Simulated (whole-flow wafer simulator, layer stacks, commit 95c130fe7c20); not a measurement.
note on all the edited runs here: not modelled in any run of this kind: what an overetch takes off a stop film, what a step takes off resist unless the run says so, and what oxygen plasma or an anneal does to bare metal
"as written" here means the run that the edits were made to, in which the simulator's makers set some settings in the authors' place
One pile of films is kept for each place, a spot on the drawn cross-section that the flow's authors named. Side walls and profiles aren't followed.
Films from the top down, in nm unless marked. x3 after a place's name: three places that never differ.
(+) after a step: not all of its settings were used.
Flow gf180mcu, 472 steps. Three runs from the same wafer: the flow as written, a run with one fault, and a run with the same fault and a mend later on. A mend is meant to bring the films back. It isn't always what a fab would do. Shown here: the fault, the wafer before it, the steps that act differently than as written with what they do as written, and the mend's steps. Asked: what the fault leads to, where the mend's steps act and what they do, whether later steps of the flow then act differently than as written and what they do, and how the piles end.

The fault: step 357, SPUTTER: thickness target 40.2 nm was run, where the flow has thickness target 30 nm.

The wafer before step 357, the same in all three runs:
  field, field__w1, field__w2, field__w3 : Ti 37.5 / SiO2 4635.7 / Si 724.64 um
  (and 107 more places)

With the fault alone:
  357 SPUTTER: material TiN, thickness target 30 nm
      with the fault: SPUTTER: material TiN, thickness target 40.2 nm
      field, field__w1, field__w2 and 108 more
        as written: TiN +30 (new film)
        with the fault: TiN +40.2 (new film)
  Later steps of the flow that act differently than as written:
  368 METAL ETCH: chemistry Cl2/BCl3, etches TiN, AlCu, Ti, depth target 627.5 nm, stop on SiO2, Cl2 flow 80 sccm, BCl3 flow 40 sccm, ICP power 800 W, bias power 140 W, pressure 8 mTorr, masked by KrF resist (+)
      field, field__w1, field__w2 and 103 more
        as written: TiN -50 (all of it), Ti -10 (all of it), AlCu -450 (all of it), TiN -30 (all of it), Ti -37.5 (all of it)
        with the fault: TiN -50 (all of it), Ti -10 (all of it), AlCu -450 (all of it), TiN -40.2 (all of it), Ti -37.5 (all of it)
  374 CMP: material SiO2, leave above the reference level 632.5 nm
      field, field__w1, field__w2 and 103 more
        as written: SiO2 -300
        with the fault: SiO2 -289.8
  At the end the piles differ from the flow's by more than 2% or 0.5 nm, whichever is larger, at field__w8, contact, m1, m1__w1, m1_nw.
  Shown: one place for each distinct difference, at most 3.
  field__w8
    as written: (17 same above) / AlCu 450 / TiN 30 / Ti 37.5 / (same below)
    with the fault: (17 same above) / AlCu 450 / TiN 40.2 / Ti 37.5 / (same below)
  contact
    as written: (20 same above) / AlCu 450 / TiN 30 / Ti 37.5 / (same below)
    with the fault: (20 same above) / AlCu 450 / TiN 40.2 / Ti 37.5 / (same below)

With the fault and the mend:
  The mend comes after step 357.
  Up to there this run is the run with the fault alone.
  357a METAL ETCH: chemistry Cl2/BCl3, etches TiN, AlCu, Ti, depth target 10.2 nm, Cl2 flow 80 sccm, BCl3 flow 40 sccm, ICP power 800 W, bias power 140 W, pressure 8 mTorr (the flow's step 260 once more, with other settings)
      field, field__w1, field__w2 and 108 more
        TiN -10.2
  No later step of the flow acts differently than as written at any place that is followed.
  At the end the piles are the same as the flow's at every place that both follow.
